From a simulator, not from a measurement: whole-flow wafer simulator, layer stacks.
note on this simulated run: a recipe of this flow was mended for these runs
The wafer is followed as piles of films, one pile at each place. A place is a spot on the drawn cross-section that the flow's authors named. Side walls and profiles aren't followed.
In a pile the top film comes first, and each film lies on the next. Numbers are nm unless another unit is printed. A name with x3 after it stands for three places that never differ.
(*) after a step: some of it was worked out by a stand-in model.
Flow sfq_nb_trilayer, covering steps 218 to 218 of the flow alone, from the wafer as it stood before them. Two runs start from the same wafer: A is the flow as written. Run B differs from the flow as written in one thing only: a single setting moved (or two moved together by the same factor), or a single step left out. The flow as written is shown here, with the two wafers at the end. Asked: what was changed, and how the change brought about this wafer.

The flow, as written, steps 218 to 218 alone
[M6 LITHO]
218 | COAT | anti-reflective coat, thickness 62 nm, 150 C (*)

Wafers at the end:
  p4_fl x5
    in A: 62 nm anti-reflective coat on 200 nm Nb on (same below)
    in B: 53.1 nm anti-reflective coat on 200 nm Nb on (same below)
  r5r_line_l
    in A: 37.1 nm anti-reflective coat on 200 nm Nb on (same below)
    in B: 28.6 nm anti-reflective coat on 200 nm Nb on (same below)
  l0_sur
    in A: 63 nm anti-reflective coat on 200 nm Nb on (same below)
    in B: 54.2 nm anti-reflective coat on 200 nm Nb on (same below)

The reason: step 218, COAT: thickness 53.1 nm was run, whereas the flow has thickness 62 nm.
One can read it off the wafer: p4_fl x5 has anti-reflective coat 53.1, and step 218 as written asks for 62 nm.

How this came from the change, step by step:
  218 | COAT | anti-reflective coat, thickness 62 nm, 150 C (*)
      p4_fl x5, p4_w1 x9, p3_s0 x9 and 41 more: A +62 anti-reflective coat (new film) | B +53.1 anti-reflective coat (new film)
      r5r_line_l, r5r_line_c, r5r_line_r: A +37.1 anti-reflective coat (new film) | B +28.6 anti-reflective coat (new film)
      (and at 39 other places as well)
